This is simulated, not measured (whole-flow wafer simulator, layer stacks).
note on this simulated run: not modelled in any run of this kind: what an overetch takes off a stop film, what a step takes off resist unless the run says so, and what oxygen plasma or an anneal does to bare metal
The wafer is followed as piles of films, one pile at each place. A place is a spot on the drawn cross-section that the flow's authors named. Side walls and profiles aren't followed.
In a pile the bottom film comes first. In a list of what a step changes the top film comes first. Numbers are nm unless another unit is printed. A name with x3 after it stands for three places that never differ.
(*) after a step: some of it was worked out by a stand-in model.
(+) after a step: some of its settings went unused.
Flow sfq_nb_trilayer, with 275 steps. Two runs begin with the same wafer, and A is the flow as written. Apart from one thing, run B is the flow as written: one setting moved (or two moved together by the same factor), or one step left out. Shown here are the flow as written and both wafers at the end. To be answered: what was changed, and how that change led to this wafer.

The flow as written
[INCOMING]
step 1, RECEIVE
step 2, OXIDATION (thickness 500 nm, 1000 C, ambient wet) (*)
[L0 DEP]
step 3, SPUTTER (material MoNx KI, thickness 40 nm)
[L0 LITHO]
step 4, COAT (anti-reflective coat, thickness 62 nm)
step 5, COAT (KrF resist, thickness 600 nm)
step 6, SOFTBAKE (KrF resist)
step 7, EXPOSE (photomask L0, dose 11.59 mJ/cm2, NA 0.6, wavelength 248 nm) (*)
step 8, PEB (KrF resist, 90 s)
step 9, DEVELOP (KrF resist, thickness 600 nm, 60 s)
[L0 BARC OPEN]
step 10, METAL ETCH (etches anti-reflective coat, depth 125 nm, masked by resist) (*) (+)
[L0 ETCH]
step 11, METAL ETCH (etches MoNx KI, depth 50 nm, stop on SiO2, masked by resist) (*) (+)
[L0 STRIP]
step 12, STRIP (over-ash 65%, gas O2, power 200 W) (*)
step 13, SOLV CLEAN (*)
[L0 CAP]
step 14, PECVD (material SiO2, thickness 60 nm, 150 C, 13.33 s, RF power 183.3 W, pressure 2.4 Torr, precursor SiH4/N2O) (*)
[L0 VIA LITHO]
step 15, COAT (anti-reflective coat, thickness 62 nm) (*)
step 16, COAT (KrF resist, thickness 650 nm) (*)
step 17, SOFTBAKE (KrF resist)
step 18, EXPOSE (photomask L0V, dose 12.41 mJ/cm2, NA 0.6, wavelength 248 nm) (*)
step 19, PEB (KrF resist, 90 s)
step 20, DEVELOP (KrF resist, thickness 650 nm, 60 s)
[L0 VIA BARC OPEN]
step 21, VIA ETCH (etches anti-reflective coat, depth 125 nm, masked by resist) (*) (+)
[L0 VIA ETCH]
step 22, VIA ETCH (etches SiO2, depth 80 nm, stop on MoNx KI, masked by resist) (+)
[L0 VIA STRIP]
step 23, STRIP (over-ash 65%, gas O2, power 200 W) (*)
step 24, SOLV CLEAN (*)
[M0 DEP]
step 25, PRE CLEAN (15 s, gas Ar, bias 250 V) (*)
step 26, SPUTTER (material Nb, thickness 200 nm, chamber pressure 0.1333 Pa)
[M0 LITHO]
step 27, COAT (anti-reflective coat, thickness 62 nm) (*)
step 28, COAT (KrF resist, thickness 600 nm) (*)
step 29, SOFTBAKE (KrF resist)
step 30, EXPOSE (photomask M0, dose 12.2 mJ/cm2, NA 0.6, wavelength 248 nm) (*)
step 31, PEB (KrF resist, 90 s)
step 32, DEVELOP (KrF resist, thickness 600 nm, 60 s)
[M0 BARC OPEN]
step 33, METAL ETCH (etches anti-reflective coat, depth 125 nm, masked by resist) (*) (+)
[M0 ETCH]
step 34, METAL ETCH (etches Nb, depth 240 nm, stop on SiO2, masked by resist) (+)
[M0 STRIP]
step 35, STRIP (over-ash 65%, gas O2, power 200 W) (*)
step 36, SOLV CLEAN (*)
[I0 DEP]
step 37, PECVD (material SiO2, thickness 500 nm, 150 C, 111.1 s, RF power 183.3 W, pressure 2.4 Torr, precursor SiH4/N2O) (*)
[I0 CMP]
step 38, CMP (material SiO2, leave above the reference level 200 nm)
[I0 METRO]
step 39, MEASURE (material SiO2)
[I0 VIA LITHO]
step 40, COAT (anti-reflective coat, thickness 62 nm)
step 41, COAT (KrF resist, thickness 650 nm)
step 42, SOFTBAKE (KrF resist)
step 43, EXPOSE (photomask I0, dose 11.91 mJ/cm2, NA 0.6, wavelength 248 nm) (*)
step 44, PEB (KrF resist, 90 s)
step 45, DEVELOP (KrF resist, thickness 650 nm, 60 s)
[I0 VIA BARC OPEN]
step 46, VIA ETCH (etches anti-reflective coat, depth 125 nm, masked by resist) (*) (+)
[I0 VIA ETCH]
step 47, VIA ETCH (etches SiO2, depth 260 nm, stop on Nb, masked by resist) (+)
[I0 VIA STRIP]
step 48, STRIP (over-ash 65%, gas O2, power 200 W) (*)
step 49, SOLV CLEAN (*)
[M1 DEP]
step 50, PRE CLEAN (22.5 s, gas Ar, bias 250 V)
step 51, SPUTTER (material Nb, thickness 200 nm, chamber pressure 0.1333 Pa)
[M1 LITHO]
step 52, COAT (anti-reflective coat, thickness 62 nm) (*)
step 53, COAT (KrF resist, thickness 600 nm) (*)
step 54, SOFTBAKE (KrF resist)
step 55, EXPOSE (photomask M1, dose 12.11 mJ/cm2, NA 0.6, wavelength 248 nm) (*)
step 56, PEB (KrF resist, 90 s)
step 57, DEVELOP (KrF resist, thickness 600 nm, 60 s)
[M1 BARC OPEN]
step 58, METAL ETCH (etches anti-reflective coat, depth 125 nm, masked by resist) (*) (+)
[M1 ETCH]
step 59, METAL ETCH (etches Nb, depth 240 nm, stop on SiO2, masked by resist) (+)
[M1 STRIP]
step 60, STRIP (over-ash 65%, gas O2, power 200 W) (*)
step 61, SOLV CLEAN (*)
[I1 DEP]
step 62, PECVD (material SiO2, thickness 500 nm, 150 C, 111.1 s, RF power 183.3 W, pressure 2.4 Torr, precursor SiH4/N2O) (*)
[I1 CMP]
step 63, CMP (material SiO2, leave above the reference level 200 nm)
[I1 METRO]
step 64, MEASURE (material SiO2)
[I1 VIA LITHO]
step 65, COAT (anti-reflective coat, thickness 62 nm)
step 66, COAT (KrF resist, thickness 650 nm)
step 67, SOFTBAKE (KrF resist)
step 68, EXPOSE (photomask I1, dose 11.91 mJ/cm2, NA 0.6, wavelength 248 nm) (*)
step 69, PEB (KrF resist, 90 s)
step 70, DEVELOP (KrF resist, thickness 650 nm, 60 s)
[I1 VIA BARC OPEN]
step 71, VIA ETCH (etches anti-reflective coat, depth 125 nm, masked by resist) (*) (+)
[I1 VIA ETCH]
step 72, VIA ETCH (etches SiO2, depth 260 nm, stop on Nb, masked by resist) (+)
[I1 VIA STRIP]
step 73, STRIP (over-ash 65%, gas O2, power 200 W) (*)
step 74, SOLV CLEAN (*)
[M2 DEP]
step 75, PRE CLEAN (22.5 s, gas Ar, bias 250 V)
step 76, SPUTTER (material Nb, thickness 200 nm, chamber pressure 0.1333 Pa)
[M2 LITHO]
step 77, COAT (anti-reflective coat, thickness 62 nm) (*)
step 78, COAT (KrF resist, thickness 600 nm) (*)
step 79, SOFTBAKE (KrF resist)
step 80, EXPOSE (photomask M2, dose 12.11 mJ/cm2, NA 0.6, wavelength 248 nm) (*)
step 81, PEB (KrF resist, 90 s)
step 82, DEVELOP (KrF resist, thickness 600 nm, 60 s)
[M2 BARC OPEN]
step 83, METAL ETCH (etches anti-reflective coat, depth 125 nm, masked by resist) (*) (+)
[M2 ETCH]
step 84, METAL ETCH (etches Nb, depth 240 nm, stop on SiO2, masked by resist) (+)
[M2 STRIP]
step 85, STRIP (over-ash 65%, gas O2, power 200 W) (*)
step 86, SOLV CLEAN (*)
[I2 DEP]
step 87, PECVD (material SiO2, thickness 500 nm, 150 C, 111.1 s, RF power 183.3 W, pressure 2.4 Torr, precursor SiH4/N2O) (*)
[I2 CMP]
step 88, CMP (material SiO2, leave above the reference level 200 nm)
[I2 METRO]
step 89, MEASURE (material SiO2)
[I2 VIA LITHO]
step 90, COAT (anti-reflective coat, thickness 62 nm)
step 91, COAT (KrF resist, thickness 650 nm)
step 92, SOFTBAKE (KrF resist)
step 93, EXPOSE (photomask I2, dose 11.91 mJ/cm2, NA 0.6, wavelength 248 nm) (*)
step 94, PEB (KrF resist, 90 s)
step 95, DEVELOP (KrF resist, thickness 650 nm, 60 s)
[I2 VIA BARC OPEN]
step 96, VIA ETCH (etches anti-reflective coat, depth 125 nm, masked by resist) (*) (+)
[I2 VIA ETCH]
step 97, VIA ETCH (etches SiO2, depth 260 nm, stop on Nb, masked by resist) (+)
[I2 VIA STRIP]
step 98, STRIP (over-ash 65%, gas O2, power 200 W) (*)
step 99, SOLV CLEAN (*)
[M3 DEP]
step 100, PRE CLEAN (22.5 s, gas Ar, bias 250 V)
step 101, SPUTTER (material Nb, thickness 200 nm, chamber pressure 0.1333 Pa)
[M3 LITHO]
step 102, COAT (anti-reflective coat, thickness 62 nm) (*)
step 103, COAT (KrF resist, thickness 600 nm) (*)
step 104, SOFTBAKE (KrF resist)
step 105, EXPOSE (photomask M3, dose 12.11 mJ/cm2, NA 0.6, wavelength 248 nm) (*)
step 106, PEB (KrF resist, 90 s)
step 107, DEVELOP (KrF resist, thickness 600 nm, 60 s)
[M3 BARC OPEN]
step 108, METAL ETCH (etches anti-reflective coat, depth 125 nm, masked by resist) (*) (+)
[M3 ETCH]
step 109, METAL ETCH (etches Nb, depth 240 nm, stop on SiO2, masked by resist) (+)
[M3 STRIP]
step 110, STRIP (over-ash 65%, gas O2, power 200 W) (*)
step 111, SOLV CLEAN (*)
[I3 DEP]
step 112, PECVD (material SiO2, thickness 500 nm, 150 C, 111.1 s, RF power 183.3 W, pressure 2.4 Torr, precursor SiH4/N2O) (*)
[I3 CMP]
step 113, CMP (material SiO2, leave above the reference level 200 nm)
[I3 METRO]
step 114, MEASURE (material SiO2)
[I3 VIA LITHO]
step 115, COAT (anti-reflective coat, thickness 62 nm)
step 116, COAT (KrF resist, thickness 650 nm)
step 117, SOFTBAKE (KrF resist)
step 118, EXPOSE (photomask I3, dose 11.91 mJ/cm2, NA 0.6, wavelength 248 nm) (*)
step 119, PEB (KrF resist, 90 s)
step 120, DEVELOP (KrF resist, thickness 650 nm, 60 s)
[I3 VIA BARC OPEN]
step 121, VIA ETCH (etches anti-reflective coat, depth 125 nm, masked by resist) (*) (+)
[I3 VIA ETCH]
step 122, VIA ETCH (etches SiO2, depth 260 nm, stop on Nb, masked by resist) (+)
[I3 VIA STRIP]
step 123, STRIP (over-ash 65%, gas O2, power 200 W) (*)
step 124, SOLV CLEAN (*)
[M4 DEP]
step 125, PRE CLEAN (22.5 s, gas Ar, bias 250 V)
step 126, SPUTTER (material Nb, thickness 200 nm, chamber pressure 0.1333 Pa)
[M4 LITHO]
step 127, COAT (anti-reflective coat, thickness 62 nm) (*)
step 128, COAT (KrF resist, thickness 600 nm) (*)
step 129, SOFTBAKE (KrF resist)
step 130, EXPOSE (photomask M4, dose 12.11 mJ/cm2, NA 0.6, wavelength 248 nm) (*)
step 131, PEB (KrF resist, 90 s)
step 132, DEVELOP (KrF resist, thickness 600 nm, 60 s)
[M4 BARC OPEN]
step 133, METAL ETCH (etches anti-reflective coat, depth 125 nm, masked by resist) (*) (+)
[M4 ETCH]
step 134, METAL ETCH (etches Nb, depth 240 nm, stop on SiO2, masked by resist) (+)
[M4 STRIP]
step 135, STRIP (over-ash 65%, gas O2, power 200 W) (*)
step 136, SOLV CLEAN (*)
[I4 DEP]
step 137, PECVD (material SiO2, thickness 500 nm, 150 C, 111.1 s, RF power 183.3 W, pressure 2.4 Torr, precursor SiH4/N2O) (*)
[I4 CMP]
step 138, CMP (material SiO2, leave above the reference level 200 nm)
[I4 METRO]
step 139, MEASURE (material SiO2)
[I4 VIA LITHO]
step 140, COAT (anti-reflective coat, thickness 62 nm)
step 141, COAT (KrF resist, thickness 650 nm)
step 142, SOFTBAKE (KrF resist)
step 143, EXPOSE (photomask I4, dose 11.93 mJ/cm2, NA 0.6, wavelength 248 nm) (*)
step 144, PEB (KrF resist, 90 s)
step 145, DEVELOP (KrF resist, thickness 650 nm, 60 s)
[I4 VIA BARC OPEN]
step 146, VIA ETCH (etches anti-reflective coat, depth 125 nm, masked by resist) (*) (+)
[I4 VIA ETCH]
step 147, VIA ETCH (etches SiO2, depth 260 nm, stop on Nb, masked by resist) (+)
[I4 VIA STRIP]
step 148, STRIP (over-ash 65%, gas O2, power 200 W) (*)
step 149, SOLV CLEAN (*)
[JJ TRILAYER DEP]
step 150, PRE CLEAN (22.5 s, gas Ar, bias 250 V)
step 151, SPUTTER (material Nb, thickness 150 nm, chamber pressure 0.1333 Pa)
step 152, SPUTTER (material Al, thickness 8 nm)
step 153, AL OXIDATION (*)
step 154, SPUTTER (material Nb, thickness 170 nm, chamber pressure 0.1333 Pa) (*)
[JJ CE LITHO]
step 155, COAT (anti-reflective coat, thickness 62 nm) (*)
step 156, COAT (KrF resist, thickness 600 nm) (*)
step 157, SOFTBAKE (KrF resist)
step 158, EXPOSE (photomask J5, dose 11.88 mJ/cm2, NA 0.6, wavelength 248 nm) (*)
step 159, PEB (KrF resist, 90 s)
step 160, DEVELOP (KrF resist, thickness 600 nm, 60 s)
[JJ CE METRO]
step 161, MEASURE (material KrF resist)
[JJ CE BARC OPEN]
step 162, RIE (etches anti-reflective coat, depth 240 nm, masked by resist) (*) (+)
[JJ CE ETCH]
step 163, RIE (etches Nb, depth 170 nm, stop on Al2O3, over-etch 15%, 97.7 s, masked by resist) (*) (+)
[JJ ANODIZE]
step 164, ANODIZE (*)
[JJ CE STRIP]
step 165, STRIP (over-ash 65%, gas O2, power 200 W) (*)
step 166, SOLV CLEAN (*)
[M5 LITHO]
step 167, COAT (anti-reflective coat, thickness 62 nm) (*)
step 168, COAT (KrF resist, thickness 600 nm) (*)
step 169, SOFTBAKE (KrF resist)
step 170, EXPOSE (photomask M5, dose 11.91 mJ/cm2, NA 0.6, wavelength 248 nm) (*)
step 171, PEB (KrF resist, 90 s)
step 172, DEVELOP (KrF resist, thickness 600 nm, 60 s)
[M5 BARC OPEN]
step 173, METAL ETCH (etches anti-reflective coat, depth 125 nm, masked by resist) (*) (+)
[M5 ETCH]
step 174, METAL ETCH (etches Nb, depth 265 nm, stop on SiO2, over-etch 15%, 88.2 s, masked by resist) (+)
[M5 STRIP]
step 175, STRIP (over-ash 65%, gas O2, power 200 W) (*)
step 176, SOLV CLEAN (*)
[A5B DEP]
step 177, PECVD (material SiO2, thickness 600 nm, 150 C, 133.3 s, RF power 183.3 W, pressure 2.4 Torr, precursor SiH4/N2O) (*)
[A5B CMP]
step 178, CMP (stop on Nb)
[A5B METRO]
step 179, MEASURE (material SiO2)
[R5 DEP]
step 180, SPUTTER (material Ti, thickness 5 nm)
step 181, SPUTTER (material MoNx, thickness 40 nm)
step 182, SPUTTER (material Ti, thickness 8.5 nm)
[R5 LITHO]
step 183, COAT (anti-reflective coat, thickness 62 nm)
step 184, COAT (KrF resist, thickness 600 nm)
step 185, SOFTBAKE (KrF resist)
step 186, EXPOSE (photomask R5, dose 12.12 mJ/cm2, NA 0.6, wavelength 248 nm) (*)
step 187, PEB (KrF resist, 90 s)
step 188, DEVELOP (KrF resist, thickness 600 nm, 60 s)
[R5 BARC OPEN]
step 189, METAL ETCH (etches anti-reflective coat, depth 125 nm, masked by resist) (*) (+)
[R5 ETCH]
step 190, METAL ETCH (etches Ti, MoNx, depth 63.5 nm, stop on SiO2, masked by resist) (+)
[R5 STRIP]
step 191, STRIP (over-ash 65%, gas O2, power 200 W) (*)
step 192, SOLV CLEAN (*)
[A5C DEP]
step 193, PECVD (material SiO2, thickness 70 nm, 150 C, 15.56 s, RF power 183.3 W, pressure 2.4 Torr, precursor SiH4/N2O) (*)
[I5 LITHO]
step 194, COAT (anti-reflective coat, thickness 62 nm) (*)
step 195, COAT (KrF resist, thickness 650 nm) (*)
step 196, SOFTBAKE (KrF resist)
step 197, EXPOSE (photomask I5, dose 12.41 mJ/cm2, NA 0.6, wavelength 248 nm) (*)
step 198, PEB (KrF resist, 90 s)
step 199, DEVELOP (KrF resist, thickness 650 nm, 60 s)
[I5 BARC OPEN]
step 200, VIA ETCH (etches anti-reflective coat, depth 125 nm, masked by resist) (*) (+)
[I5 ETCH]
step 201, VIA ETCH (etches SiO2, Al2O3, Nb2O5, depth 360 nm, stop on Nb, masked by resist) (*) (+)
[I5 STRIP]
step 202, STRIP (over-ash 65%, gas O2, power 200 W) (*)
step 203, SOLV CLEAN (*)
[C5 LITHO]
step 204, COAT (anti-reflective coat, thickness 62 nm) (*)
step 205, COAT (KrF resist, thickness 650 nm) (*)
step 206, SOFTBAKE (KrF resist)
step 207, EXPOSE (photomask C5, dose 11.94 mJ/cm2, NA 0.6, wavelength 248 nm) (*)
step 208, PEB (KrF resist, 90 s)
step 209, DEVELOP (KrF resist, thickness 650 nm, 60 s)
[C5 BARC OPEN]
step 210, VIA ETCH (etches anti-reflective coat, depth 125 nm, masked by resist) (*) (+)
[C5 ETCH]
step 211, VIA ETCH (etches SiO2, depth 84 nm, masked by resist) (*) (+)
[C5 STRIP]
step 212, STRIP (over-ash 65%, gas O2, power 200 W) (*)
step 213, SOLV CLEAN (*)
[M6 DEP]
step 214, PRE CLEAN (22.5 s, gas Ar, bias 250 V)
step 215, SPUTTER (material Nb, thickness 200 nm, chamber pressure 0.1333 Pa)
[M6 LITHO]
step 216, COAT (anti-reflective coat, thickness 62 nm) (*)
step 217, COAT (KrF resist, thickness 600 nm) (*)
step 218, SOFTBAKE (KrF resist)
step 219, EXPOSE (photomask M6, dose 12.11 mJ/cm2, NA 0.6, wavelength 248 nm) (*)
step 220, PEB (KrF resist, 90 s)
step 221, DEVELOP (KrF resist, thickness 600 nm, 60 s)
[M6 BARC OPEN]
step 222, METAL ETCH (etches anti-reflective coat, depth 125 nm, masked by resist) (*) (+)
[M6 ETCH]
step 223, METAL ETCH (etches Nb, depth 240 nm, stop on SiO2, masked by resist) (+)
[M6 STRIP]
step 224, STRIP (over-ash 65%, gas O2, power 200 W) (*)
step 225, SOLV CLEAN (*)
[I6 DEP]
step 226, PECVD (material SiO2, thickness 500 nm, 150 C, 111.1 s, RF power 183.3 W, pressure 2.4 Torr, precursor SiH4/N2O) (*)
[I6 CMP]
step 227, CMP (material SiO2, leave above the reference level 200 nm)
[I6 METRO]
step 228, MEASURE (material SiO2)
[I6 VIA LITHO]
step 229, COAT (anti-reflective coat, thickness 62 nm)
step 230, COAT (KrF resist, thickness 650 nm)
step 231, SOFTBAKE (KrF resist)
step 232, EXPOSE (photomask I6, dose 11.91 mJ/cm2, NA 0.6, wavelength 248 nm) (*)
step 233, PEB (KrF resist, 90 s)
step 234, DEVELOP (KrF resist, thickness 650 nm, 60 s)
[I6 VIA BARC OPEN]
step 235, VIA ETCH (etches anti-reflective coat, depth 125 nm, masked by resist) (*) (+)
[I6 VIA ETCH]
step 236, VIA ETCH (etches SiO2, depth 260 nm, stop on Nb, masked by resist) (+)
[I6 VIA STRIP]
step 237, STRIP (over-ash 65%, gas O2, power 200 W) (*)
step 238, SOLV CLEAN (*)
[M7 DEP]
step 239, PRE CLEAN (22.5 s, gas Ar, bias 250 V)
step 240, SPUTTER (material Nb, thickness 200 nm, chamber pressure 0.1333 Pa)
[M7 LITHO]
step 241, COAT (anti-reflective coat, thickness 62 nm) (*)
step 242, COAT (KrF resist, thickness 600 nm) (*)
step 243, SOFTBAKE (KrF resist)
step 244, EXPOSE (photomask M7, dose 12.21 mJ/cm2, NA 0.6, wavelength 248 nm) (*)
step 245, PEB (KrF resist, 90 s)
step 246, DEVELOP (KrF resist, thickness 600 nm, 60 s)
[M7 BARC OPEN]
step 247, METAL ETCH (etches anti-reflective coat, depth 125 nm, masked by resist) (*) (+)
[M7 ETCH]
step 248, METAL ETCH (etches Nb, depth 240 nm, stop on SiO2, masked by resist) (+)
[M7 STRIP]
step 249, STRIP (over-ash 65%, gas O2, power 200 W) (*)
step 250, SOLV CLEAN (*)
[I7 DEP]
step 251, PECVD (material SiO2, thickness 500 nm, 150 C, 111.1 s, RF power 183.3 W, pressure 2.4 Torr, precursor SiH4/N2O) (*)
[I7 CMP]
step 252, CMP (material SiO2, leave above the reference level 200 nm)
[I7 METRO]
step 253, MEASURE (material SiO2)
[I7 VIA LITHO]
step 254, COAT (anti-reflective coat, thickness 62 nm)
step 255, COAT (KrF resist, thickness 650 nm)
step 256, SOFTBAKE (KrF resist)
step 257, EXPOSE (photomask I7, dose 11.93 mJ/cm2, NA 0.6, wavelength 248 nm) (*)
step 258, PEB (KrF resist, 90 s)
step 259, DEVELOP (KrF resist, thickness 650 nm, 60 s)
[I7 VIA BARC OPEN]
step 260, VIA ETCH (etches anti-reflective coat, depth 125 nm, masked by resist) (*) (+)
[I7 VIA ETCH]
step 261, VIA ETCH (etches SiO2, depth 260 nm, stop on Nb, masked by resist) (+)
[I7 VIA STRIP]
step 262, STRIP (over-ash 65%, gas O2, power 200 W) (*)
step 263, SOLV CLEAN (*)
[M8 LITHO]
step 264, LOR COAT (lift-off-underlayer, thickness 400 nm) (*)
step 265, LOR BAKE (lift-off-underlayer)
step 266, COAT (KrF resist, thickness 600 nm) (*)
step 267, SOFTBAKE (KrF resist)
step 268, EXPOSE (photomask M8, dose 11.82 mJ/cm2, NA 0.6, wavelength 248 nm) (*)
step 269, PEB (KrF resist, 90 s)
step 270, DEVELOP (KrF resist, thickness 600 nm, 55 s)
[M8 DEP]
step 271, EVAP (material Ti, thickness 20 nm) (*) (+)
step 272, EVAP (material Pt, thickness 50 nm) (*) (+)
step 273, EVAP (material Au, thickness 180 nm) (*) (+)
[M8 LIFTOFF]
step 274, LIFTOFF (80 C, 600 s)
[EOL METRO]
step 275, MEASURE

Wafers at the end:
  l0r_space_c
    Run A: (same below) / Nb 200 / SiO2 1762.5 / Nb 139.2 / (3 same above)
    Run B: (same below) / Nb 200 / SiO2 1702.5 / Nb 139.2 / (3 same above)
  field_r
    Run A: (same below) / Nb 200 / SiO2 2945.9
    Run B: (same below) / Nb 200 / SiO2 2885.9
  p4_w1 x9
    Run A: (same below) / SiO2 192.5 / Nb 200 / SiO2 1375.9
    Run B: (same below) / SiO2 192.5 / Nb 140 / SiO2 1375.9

The reason: step 126, SPUTTER: thickness 140 nm was run, while the flow as written has thickness 200 nm.
The wafer itself shows it: p4_w1 x9 has Nb 140, and step 126 as written asks for 200 nm.

How this came from the change, step by step:
  step 126, SPUTTER (material Nb, thickness 200 nm, chamber pressure 0.1333 Pa)
      field_l, v_sur, via_wl and 102 more: A +200 Nb (new film) | B +140 Nb (new film)
      via_v: A +165.5 Nb | B +115.6 Nb
  step 127, COAT (anti-reflective coat, thickness 62 nm) (*)
      via_v: A +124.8 anti-reflective coat (new film) | B +121.6 anti-reflective coat (new film)
  step 134, METAL ETCH (etches Nb, depth 240 nm, stop on SiO2, masked by resist) (+)
      field_l, be, be_sur and 64 more: A -200 Nb (all of it) | B -140 Nb (all of it)
      v_sur, via_wl, via_w and 36 more: A -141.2 KrF resist | B -123.5 KrF resist
  step 135, STRIP (over-ash 65%, gas O2, power 200 W) (*)
      p4_fl x3, p4_w1 x9, p4_g1 x2 and 15 more: A -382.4 KrF resist (all of it), -62 anti-reflective coat (all of it) | B -400 KrF resist (all of it), -62 anti-reflective coat (all of it)
      ln_m5, lsp_m, ln_m6: A -381.9 KrF resist (all of it), -61.8 anti-reflective coat (all of it) | B -399.6 KrF resist (all of it), -61.8 anti-reflective coat (all of it)
      (and at 7 other places as well)
  step 137, PECVD (material SiO2, thickness 500 nm, 150 C, 111.1 s, RF power 183.3 W, pressure 2.4 Torr, precursor SiH4/N2O) (*)
      p3_s0 x6: A +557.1 SiO2 | B +500 SiO2
      via_v: A +615 SiO2 (new film) | B +598.9 SiO2 (new film)
  step 138, CMP (material SiO2, leave above the reference level 200 nm)
      field_l, be, be_sur and 55 more: A -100 SiO2 | B -160 SiO2
      lsp_r, l0_sur, l0v: A -91.9 SiO2 | B -154.3 SiO2
      (and at 1 other place as well)
